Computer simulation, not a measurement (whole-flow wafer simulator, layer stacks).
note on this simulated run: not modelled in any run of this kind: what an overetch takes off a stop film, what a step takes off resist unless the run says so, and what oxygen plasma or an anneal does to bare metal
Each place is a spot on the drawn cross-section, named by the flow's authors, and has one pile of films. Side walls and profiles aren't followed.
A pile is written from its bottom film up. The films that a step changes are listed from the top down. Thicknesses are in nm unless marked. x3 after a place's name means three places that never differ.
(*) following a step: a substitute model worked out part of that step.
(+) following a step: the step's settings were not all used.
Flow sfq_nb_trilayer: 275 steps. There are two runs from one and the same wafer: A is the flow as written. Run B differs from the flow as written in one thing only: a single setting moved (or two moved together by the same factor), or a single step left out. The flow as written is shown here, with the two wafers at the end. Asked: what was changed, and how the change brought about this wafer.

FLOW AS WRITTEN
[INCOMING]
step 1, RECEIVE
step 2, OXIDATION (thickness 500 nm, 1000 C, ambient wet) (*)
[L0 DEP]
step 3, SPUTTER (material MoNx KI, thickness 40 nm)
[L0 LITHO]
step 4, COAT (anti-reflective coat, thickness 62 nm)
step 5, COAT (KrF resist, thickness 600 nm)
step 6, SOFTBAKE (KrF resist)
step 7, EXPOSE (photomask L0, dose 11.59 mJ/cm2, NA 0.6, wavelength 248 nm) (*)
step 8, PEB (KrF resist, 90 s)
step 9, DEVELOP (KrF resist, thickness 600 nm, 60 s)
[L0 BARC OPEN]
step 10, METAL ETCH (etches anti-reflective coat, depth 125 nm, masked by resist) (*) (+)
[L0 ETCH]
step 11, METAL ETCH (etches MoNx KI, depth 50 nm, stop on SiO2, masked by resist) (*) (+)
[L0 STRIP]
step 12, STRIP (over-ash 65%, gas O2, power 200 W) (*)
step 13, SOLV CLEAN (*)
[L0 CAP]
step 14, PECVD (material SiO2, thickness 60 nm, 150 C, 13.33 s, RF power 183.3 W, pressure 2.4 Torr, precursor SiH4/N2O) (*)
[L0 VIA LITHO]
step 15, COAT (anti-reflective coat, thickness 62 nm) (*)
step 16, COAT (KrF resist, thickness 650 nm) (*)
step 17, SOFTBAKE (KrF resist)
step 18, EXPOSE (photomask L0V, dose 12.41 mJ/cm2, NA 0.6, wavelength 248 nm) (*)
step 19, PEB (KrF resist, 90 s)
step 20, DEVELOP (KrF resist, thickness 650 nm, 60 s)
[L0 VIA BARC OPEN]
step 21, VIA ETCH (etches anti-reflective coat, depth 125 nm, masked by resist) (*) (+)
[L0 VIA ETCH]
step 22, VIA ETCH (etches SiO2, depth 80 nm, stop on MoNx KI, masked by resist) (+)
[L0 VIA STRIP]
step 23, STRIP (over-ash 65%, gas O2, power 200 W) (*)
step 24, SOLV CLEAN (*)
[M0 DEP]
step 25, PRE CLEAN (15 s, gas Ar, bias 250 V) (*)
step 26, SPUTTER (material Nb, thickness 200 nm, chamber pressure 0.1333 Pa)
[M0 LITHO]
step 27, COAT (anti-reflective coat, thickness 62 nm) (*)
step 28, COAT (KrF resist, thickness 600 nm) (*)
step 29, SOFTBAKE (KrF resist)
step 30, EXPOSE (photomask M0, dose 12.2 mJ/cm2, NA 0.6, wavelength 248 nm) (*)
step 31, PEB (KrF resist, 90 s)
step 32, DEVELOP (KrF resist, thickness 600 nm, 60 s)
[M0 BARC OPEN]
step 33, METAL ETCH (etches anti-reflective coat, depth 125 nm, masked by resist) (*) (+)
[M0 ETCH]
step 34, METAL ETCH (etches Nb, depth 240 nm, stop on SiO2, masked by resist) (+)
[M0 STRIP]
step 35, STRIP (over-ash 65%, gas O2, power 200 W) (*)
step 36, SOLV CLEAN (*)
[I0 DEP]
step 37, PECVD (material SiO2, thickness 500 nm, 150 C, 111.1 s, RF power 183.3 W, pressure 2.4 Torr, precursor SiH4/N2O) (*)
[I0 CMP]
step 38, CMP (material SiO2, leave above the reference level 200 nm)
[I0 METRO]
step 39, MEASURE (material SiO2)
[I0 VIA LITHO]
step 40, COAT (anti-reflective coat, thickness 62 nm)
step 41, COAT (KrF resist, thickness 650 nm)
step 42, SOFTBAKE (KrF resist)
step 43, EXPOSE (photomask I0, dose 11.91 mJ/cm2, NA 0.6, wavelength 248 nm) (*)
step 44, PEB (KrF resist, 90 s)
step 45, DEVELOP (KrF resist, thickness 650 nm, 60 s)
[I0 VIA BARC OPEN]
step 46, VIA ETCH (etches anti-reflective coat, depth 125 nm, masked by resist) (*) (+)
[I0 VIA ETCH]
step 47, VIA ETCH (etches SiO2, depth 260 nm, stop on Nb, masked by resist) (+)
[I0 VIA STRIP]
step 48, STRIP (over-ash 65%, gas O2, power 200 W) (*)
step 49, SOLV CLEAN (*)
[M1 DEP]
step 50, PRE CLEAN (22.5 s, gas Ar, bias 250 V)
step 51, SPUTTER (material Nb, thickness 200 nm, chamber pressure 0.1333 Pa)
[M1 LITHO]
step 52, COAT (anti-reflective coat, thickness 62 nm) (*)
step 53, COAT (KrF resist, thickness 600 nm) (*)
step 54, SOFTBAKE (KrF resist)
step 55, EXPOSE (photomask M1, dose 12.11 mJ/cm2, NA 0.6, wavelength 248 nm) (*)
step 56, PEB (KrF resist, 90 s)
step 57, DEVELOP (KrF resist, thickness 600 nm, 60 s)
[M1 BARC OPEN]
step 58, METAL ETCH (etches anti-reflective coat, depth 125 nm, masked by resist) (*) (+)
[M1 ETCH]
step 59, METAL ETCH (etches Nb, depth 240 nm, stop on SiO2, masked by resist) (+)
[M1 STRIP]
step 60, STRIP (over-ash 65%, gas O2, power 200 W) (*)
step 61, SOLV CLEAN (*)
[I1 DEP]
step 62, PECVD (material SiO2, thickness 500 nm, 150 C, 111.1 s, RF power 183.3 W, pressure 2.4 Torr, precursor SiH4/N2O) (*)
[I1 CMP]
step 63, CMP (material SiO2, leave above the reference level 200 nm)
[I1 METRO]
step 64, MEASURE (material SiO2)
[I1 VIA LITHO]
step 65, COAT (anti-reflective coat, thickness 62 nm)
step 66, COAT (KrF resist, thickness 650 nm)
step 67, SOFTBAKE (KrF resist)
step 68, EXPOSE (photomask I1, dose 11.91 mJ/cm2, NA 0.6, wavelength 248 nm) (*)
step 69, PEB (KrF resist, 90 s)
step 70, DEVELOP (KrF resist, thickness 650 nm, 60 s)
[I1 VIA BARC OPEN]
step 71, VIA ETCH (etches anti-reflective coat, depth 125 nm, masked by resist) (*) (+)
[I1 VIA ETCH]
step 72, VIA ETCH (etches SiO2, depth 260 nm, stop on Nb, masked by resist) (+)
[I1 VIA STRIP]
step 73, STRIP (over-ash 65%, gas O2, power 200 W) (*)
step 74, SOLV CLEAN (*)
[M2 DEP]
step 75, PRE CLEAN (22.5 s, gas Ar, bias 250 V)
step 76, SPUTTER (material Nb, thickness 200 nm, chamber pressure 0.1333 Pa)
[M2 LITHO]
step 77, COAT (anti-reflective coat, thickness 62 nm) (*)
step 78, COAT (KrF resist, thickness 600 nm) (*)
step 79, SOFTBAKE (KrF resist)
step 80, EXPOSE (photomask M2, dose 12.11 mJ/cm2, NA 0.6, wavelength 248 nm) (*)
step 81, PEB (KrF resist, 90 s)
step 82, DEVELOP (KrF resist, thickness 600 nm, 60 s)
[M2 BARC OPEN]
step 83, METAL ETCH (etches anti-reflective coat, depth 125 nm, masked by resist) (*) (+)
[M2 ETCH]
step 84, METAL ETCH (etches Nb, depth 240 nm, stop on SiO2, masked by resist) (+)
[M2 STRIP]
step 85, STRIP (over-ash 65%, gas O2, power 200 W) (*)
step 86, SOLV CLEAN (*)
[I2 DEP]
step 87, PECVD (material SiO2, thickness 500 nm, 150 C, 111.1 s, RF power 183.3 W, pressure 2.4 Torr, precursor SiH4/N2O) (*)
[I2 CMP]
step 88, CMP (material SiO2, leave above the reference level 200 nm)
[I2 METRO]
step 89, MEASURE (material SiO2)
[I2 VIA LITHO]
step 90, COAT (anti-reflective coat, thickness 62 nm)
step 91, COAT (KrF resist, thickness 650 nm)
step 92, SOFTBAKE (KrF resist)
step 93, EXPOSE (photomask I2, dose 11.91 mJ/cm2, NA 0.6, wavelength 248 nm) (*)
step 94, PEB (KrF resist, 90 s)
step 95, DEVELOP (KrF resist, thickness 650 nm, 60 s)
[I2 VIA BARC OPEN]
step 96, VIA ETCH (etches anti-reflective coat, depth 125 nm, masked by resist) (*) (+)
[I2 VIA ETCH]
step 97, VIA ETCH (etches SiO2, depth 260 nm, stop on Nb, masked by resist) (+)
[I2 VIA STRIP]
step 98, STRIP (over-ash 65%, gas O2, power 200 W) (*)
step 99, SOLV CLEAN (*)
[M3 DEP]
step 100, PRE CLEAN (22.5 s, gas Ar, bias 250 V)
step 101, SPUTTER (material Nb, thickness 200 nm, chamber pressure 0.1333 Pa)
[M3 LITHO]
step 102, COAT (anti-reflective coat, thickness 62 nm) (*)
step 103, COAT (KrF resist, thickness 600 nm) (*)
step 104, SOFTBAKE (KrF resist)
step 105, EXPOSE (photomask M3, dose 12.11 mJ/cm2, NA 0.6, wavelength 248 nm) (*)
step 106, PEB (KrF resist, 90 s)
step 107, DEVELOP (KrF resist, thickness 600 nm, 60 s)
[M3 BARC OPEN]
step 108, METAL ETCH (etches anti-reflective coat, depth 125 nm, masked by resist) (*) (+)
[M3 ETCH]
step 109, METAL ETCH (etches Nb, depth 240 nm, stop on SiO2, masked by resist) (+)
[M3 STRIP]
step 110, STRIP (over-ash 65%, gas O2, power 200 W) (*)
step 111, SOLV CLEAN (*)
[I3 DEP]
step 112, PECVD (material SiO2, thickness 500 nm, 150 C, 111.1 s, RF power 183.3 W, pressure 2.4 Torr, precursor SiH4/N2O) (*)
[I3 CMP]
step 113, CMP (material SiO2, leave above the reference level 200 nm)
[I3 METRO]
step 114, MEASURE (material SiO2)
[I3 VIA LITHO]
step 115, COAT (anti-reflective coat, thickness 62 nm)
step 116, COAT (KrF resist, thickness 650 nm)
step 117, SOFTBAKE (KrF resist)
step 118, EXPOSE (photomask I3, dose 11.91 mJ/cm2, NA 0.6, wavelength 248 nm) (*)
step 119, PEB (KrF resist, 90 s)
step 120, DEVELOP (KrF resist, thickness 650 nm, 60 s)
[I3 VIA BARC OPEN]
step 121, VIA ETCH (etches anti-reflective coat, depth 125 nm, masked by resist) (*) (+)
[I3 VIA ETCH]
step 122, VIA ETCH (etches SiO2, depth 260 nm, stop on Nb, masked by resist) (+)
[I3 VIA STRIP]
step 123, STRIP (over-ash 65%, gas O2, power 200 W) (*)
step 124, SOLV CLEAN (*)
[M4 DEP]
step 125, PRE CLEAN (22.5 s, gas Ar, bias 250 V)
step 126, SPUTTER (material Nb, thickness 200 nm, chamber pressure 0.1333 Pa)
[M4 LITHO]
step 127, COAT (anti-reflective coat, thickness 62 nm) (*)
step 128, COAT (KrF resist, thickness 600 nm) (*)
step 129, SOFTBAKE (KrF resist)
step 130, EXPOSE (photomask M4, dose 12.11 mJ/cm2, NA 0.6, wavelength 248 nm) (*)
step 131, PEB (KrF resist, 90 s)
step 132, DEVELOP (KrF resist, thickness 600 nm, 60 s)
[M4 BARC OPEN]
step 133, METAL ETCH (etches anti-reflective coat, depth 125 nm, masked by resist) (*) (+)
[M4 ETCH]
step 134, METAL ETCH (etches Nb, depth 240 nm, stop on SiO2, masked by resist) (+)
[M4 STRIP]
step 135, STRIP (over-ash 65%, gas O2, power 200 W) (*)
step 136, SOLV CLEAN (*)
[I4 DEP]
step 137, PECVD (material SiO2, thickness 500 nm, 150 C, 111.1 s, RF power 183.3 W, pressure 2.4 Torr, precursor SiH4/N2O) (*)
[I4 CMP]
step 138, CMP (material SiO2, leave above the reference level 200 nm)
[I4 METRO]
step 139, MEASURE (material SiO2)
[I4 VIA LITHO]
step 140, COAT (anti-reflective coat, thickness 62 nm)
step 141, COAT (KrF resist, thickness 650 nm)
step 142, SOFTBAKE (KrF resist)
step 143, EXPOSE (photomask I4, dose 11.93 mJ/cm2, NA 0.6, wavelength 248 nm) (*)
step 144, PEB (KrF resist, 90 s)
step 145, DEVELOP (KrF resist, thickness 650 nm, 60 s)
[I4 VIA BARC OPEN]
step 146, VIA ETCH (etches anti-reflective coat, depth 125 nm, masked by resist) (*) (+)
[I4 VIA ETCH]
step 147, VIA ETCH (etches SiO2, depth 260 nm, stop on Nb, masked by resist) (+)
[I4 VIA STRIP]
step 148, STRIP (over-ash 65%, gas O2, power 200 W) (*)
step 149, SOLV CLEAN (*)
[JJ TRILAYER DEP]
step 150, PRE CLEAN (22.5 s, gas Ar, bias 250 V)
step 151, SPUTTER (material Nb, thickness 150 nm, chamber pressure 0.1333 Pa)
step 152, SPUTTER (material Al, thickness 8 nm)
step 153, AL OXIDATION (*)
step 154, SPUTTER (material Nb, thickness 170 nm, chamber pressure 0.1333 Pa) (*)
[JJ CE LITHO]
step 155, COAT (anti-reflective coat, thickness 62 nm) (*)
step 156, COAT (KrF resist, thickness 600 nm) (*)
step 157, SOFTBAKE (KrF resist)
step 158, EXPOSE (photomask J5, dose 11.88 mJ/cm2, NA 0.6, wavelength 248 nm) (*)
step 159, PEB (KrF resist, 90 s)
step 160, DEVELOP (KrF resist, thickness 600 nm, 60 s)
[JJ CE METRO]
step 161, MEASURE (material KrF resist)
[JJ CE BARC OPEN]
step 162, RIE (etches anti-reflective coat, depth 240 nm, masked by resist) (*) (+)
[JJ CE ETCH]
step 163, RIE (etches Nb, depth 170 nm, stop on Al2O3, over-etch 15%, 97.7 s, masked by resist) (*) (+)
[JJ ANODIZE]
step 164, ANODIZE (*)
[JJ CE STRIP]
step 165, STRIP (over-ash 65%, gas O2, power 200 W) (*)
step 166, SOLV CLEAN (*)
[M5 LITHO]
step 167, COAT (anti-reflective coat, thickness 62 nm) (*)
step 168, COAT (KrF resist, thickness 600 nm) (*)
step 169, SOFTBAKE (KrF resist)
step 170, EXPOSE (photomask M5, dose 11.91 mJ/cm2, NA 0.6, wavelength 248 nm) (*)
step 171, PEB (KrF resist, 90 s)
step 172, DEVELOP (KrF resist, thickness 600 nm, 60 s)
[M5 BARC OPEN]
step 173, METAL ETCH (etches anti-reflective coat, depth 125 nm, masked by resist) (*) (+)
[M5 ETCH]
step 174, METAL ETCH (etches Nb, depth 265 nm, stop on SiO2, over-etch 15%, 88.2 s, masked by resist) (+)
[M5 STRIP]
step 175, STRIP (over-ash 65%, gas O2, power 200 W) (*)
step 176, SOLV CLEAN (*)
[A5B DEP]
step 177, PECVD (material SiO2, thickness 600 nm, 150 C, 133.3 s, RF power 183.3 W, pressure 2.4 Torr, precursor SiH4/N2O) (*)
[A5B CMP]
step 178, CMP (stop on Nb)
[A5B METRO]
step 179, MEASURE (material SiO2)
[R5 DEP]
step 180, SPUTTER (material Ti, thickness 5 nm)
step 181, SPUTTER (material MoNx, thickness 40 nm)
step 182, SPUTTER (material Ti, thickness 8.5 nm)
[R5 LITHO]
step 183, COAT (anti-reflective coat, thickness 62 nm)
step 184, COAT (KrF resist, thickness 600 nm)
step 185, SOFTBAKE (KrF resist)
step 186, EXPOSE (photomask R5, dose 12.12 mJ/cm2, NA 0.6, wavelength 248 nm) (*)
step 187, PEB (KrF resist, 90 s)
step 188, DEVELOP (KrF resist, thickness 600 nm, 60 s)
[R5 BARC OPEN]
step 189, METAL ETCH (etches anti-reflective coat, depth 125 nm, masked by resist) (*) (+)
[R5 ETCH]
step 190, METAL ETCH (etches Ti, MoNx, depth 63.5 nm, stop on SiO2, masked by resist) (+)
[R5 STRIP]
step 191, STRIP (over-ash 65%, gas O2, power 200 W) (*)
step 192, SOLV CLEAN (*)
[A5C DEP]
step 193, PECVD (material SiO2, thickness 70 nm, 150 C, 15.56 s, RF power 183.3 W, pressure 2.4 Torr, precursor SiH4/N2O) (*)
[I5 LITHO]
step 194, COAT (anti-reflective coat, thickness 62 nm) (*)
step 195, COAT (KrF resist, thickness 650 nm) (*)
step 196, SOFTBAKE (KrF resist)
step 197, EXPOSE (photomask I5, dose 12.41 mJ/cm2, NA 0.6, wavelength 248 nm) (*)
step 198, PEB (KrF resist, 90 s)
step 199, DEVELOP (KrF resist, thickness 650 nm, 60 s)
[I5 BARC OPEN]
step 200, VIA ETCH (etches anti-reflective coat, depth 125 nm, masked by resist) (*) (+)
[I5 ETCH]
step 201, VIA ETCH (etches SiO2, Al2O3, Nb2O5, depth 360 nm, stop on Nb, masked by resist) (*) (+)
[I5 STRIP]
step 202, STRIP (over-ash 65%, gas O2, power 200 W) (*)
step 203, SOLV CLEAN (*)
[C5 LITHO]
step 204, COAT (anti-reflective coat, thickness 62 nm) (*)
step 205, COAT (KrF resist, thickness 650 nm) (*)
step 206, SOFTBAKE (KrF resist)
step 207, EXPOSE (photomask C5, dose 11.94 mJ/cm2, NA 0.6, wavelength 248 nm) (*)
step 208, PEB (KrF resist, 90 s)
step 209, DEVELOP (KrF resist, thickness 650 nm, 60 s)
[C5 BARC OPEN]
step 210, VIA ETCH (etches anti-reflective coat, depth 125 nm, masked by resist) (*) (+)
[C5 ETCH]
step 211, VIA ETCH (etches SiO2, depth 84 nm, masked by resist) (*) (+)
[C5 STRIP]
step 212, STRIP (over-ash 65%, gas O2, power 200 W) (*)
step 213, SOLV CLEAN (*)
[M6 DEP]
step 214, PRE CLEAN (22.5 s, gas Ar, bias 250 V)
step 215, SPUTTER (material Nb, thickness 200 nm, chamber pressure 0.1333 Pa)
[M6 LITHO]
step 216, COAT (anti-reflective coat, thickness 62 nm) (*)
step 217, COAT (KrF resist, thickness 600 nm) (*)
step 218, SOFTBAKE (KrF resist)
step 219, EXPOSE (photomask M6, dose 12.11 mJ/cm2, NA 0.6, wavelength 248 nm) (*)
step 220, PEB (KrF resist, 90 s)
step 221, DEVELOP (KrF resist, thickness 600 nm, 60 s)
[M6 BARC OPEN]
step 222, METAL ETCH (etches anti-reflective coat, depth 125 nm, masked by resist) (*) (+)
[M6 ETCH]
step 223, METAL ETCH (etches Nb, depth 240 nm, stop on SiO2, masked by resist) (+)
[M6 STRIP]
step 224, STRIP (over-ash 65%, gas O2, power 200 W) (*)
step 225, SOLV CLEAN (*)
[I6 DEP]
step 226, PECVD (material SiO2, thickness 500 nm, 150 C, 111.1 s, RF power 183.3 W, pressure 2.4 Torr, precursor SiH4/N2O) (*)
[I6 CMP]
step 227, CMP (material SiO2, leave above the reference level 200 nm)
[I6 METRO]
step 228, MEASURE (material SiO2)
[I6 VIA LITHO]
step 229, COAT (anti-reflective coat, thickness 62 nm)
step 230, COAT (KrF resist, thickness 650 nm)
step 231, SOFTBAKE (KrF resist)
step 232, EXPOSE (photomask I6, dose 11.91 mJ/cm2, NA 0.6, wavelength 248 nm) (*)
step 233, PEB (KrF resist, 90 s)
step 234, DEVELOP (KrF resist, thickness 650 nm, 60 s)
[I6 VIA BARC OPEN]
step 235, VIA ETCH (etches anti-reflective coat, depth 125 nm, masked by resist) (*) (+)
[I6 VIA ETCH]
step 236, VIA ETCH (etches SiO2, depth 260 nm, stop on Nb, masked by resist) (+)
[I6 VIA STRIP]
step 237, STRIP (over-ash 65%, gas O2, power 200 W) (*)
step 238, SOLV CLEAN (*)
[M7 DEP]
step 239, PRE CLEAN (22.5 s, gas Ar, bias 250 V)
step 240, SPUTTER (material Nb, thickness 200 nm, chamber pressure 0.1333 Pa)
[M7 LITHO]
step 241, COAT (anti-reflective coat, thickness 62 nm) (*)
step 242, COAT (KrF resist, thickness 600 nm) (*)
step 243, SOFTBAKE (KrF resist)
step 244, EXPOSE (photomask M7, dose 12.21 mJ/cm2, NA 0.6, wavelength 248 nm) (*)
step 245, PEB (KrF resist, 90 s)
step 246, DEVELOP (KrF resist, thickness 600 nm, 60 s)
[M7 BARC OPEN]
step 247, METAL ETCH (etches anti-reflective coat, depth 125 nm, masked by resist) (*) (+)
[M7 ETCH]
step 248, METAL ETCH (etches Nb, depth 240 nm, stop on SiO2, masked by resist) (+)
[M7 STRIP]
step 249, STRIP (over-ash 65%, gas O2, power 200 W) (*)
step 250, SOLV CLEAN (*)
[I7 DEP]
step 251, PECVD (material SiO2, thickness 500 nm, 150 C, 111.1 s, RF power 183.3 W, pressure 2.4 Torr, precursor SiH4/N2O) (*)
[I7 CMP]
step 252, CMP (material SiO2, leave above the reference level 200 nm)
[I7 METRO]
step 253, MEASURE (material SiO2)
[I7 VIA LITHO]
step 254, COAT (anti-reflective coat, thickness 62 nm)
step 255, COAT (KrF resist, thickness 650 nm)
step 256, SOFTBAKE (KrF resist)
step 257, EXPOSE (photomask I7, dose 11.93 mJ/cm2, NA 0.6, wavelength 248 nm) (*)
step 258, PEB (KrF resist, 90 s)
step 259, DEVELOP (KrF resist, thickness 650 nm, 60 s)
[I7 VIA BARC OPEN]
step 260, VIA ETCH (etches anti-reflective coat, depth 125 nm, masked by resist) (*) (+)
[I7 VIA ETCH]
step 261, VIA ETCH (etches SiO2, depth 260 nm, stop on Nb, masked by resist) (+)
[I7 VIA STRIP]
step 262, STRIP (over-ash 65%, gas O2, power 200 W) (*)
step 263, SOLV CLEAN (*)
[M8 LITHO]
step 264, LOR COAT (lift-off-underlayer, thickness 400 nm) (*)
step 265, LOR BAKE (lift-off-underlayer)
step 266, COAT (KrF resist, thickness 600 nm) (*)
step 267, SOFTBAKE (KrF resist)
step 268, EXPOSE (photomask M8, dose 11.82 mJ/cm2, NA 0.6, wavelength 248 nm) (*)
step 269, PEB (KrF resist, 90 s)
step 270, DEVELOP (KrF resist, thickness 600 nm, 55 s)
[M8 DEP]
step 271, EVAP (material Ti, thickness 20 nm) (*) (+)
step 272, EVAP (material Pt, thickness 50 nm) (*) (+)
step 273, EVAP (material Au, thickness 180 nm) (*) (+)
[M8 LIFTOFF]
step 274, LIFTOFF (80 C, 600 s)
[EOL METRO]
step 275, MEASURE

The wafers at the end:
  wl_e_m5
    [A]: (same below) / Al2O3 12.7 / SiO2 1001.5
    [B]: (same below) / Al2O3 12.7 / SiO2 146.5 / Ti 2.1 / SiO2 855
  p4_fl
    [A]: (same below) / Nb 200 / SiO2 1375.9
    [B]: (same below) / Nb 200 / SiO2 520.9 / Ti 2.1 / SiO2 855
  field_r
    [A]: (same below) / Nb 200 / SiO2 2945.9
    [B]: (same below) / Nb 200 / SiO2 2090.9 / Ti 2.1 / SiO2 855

Cause: step 190, METAL ETCH: depth 51.4 nm was run, though the flow has depth 63.5 nm.

Step by step, how the change led to this:
  step 190, METAL ETCH (etches Ti, MoNx, depth 63.5 nm, stop on SiO2, masked by resist) (+)
      field_l, v_sur, via_wl and 92 more: A Ti loses 8.5 (all of it), MoNx loses 40 (all of it), Ti loses 5 (all of it) | B Ti loses 8.5 (all of it), MoNx loses 40 (all of it), Ti loses 2.9
      ce_l, c5j, ce_r, wl_jj: A Ti loses 8.5 (all of it), MoNx loses 40 (all of it), Ti loses 5 (all of it), Nb loses 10 | B Ti loses 8.5 (all of it), MoNx loses 40 (all of it), Ti loses 2.9
      (as well as at 7 more places)
  step 193, PECVD (material SiO2, thickness 70 nm, 150 C, 15.56 s, RF power 183.3 W, pressure 2.4 Torr, precursor SiH4/N2O) (*)
      field_l, v_sur, via_wl and 92 more: A SiO2 gains 70 | B SiO2 gains 70 (new film)
  step 194, COAT (anti-reflective coat, thickness 62 nm) (*)
      wl_j_sl, wl_j_sr: A anti-reflective coat gains 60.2 (new film) | B anti-reflective coat gains 62 (new film)
      jj_sur: A anti-reflective coat gains 60.8 (new film) | B anti-reflective coat gains 62.7 (new film)
      (as well as at 5 more places)
  step 201, VIA ETCH (etches SiO2, Al2O3, Nb2O5, depth 360 nm, stop on Nb, masked by resist) (*) (+)
      be: A SiO2 loses 216.4 (all of it), Al2O3 loses 12.7 (all of it), Nb2O5 loses 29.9 (all of it) | B SiO2 loses 69.8 (all of it), Ti loses 2.1 (all of it), SiO2 loses 146.5 (all of it), Al2O3 loses 12.7 (all of it), Nb2O5 loses 29.9 (all of it)
  step 202, STRIP (over-ash 65%, gas O2, power 200 W) (*)
      wl_j_sl, wl_j_sr: A KrF resist loses 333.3 (all of it), anti-reflective coat loses 60.2 (all of it) | B KrF resist loses 333.1 (all of it), anti-reflective coat loses 62 (all of it)
      jj_sur: A KrF resist loses 337.2 (all of it), anti-reflective coat loses 60.8 (all of it) | B KrF resist loses 336.7 (all of it), anti-reflective coat loses 62.7 (all of it)
      (as well as at 5 more places)
  step 204, COAT (anti-reflective coat, thickness 62 nm) (*)
      wl_j_sl, wl_j_sr: A anti-reflective coat gains 60.2 (new film) | B anti-reflective coat gains 62 (new film)
      jj_sur: A anti-reflective coat gains 59.5 (new film) | B anti-reflective coat gains 61.3 (new film)
      (as well as at 5 more places)
  step 210, VIA ETCH (etches anti-reflective coat, depth 125 nm, masked by resist) (*) (+)
      c5j: A anti-reflective coat loses 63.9 (all of it), SiO2 loses 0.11 | B anti-reflective coat loses 61.3 (all of it), SiO2 loses 0.12
  step 211, VIA ETCH (etches SiO2, depth 84 nm, masked by resist) (*) (+)
      c5j: A SiO2 loses 69.9 (all of it), Nb loses 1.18 | B SiO2 loses 69.9 (all of it)
  step 212, STRIP (over-ash 65%, gas O2, power 200 W) (*)
      wl_j_sl, wl_j_sr: A KrF resist loses 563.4 (all of it), anti-reflective coat loses 60.2 (all of it) | B KrF resist loses 563.1 (all of it), anti-reflective coat loses 62 (all of it)
      jj_sur: A KrF resist loses 562 (all of it), anti-reflective coat loses 59.5 (all of it) | B KrF resist loses 561.4 (all of it), anti-reflective coat loses 61.3 (all of it)
      (as well as at 4 more places)
  step 214, PRE CLEAN (22.5 s, gas Ar, bias 250 V)
      c5j: A Nb loses 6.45 | B Ti loses 2.1 (all of it), Nb loses 2.89
  step 216, COAT (anti-reflective coat, thickness 62 nm) (*)
      wl_j_sl, wl_j_sr: A anti-reflective coat gains 60.2 (new film) | B anti-reflective coat gains 62 (new film)
      jj_sur: A anti-reflective coat gains 56.1 (new film) | B anti-reflective coat gains 58.5 (new film)
      (as well as at 5 more places)
  step 224, STRIP (over-ash 65%, gas O2, power 200 W) (*)
      wl_j_sl, wl_j_sr: A KrF resist loses 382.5 (all of it), anti-reflective coat loses 60.2 (all of it) | B KrF resist loses 382.4 (all of it), anti-reflective coat loses 62 (all of it)
      jj_sur: A KrF resist loses 378.5 (all of it), anti-reflective coat loses 56.1 (all of it) | B KrF resist loses 377.9 (all of it), anti-reflective coat loses 58.5 (all of it)
      (as well as at 5 more places)
  step 227, CMP (material SiO2, leave above the reference level 200 nm)
      ce_l, ce_r, wl_jj: A SiO2 loses 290 | B SiO2 loses 300
      c5j: A SiO2 loses 223 | B SiO2 loses 233
Taking metal films that touch as one body, wl_e_m5 has 7 bodies (between them, from the top down: SiO2 146.5 / Al2O3 12.7 / Nb2O5 29.9; SiO2 192.5; SiO2 192.5; SiO2 192.5; SiO2 192.5; SiO2 192.5); the flow as written gives 6 bodies (between them, from the top down: SiO2 192.5; SiO2 192.5; SiO2 192.5; SiO2 192.5; SiO2 192.5).
Taking metal films that touch as one body, p4_fl has 3 bodies (between them, from the top down: SiO2 520.9; SiO2 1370); the flow as written gives 2 bodies (between them, from the top down: SiO2 1370).
Taking metal films that touch as one body, field_r has 2 bodies (between them, from the top down: SiO2 2090.9); the flow as written gives 1 body.
